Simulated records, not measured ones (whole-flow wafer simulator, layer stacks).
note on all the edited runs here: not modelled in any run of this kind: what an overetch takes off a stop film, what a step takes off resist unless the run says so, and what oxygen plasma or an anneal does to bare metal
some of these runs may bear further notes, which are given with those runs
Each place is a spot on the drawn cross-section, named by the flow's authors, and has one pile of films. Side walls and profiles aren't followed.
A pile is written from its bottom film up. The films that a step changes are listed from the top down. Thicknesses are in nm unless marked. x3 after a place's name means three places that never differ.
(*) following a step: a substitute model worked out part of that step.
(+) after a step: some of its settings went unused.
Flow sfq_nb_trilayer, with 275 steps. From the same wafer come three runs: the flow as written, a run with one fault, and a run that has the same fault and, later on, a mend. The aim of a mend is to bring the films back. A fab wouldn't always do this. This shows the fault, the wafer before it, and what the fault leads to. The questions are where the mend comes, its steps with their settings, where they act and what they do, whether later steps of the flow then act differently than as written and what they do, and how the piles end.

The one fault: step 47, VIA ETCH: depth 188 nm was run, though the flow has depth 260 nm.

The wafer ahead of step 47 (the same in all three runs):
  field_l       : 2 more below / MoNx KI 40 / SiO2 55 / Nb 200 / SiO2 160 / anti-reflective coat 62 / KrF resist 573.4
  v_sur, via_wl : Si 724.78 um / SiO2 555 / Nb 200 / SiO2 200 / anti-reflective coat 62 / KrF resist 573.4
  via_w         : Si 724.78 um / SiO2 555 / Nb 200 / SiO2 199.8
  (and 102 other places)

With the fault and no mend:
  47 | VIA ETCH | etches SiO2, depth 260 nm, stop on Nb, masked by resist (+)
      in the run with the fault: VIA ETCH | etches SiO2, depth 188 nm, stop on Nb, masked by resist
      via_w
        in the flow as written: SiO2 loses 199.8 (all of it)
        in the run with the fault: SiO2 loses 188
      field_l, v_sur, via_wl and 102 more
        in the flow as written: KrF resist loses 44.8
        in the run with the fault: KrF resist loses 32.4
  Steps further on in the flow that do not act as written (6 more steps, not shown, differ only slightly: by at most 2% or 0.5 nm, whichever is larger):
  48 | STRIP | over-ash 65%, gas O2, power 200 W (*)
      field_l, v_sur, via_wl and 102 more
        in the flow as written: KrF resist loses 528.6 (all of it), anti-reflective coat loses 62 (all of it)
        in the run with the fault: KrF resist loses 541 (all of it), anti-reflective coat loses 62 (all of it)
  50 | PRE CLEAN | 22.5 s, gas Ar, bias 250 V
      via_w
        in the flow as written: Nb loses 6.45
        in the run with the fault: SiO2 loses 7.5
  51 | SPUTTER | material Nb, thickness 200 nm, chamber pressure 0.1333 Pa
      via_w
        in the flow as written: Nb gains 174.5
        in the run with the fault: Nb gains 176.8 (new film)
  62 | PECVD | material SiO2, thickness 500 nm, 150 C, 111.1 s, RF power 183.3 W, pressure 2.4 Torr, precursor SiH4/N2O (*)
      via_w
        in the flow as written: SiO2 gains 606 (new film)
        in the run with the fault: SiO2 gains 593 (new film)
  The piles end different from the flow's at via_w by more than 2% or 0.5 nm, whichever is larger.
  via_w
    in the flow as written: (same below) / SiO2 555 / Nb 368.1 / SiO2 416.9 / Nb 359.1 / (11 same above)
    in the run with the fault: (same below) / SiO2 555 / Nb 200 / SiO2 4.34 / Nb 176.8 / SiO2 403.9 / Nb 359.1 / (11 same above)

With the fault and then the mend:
  The mend stands after step 48.
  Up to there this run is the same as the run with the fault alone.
  48a | COAT | anti-reflective coat, thickness 62 nm (*) (the flow's step 40 again)
      p4_fl x3, p4_w1 x9, p4_g1 x2 and 63 more
        anti-reflective coat gains 62 (new film)
      be_r, r_sur, res and 10 more
        anti-reflective coat gains 61.8 (new film)
      jj_sur, ce_l, c5j, ce_r, sp_r
        anti-reflective coat gains 61.7 (new film)
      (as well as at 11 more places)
  48b | COAT | KrF resist, thickness 650 nm (*) (the flow's step 41 again)
      p4_fl x3, p4_w1 x9, p4_g1 x2 and 63 more
        KrF resist gains 650 (new film)
      r_end, moat, field_r and 6 more
        KrF resist gains 649.5 (new film)
      be_r, r_sur, res, l0v
        KrF resist gains 649.4 (new film)
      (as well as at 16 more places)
  48c | SOFTBAKE | KrF resist (the flow's step 42 again)
      alters no film at any place that is followed
  48d | EXPOSE | photomask I0, dose 11.91 mJ/cm2, NA 0.6, wavelength 248 nm (*) (the flow's step 43 again)
      alters no film at any place that is followed
  48e | PEB | KrF resist, 90 s (the flow's step 44 again)
      jj_sur, ce_l, c5j and 92 more
        KrF resist loses 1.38
      via_v, wire, be, be_sur, gap
        KrF resist loses 1.37
      v_sur, via_sp
        KrF resist loses 1.35
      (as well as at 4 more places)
  48f | DEVELOP | KrF resist, thickness 650 nm, 60 s (the flow's step 45 again)
      field_l, v_sur, via_wl and 102 more
        KrF resist loses 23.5
      via_w
        KrF resist loses 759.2 (all of it)
  48g | VIA ETCH | etches anti-reflective coat, depth 125 nm, masked by resist (+) (the flow's step 46 again)
      field_l, v_sur, via_wl and 102 more
        KrF resist loses 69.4
      via_w
        anti-reflective coat loses 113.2 (all of it)
  48h | VIA ETCH | etches SiO2, depth 72 nm, stop on Nb, masked by resist (+) (the flow's step 47 again, with other settings)
      field_l, v_sur, via_wl and 102 more
        KrF resist loses 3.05
      via_w
        SiO2 loses 11.8 (all of it)
  48i | STRIP | over-ash 65%, gas O2, power 200 W (*) (the flow's step 48 again)
      p4_fl x3, p4_w1 x9, p4_g1 x2 and 63 more
        KrF resist loses 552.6 (all of it), anti-reflective coat loses 62 (all of it)
      r_end, moat, field_r and 6 more
        KrF resist loses 552.1 (all of it), anti-reflective coat loses 61.8 (all of it)
      be_r, r_sur, res, l0v
        KrF resist loses 552 (all of it), anti-reflective coat loses 61.8 (all of it)
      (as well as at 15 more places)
  Later steps of the flow that are run all act as written at every place that is followed, up to a difference of at most 2% or 0.5 nm, whichever is larger.
  At the end the piles are close to the flow's at the places that both follow, differing by at most 2% or 0.5 nm, whichever is larger.
